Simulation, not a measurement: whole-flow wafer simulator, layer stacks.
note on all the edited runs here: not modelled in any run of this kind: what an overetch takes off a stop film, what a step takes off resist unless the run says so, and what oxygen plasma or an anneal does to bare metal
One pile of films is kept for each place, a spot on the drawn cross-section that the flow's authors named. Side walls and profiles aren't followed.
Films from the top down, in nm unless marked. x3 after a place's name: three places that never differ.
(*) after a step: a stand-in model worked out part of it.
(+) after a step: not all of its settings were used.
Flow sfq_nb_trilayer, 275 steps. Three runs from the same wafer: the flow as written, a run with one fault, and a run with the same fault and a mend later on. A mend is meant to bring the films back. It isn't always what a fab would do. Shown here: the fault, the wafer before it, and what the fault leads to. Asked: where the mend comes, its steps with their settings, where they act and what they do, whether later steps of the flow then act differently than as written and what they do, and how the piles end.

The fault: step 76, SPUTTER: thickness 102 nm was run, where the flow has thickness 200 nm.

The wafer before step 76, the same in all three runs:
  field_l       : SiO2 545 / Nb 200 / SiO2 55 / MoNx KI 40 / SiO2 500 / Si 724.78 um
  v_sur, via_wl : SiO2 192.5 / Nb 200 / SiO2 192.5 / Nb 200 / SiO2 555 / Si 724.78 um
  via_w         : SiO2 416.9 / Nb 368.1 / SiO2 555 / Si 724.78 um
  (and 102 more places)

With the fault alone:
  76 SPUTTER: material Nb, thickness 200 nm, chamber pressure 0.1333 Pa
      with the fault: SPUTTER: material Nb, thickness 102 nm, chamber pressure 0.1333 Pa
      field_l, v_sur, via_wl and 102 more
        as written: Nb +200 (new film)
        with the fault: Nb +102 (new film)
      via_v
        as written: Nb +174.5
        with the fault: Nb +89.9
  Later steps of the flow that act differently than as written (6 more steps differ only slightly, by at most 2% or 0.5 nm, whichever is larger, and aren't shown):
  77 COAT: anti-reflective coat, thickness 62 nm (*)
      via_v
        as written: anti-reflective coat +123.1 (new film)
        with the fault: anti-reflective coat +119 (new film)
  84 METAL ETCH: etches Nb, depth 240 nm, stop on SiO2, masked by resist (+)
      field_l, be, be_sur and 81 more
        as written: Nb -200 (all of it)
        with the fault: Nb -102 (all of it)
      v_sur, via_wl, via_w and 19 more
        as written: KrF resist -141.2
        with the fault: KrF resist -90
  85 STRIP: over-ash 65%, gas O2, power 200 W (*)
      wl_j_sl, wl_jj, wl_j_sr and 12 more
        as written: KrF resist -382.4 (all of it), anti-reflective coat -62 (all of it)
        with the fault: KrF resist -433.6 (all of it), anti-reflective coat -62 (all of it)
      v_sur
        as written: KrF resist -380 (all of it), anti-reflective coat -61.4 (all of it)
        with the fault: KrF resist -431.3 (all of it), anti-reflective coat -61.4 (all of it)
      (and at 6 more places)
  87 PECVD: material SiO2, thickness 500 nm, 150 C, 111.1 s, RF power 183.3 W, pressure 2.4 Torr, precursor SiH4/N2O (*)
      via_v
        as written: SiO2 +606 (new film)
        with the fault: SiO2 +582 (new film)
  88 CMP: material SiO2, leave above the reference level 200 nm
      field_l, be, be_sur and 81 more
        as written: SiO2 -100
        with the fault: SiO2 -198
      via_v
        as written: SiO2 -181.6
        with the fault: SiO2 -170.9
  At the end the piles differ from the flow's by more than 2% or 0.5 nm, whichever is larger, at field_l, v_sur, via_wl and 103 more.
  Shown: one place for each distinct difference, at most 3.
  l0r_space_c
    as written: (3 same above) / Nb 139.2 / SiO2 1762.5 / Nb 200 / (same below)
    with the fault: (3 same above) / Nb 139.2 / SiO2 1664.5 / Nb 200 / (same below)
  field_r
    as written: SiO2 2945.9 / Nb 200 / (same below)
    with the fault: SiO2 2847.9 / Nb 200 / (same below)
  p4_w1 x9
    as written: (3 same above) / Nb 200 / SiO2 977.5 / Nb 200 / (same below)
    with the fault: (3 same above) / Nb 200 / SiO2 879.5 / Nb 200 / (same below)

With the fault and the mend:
  The mend comes after step 82.
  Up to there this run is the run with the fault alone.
  82a STRIP: over-ash 65%, gas O2, power 200 W (*)
      p4_fl x3, p4_w1 x9, p4_g1 x2 and 48 more
        anti-reflective coat -62 (all of it)
      wl_j_sl, wl_jj, wl_j_sr and 12 more
        KrF resist -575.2 (all of it), anti-reflective coat -62 (all of it)
      moat, field_r, lsp_l and 6 more
        anti-reflective coat -61.8 (all of it)
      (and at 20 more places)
  82b SPUTTER: material Nb, thickness 98 nm, chamber pressure 0.1333 Pa (the flow's step 76 once more, with other settings)
      field_l, v_sur, via_wl and 102 more
        Nb +98
      via_v
        Nb +80.2
  82c COAT: anti-reflective coat, thickness 62 nm (*) (the flow's step 77 once more)
      p4_fl x3, p4_w1 x9, p4_g1 x2 and 63 more
        anti-reflective coat +62 (new film)
      moat, field_r, lsp_l and 6 more
        anti-reflective coat +61.8 (new film)
      be_r, r_sur, res, r_end
        anti-reflective coat +61.7 (new film)
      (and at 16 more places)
  82d COAT: KrF resist, thickness 600 nm (*) (the flow's step 78 once more)
      p4_fl x3, p4_w1 x9, p4_g1 x2 and 63 more
        KrF resist +600 (new film)
      field_r, lsp_l, ln_m5, l0v
        KrF resist +599.5 (new film)
      lsp_m, ln_m6, lsp_r, l0_sur
        KrF resist +599.6 (new film)
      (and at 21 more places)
  82e SOFTBAKE: KrF resist (the flow's step 79 once more)
      changes no film at any place that is followed
  82f EXPOSE: photomask M2, dose 12.11 mJ/cm2, NA 0.6, wavelength 248 nm (*) (the flow's step 80 once more)
      changes no film at any place that is followed
  82g PEB: KrF resist, 90 s (the flow's step 81 once more)
      field_l, v_sur, via_wl and 97 more
        KrF resist -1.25
      via_w, via_wr, via_sp, wire, be
        KrF resist -1.24
      via_v
        KrF resist -1.6
  82h DEVELOP: KrF resist, thickness 600 nm, 60 s (the flow's step 82 once more)
      p4_fl x3, p4_w1 x9, p4_g1 x2 and 48 more
        KrF resist -598.7 (all of it)
      v_sur, via_wl, via_w and 19 more
        KrF resist -23.5
      lsp_l, ln_m5, lsp_m, ln_m6, lsp_r, l0_sur, l0v
        KrF resist -598.3 (all of it)
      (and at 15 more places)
  No later step of the flow acts differently than as written, at any place that is followed, by more than 2% or 0.5 nm, whichever is larger.
  At the end the piles differ from the flow's only slightly at the places that both follow, by at most 2% or 0.5 nm, whichever is larger.
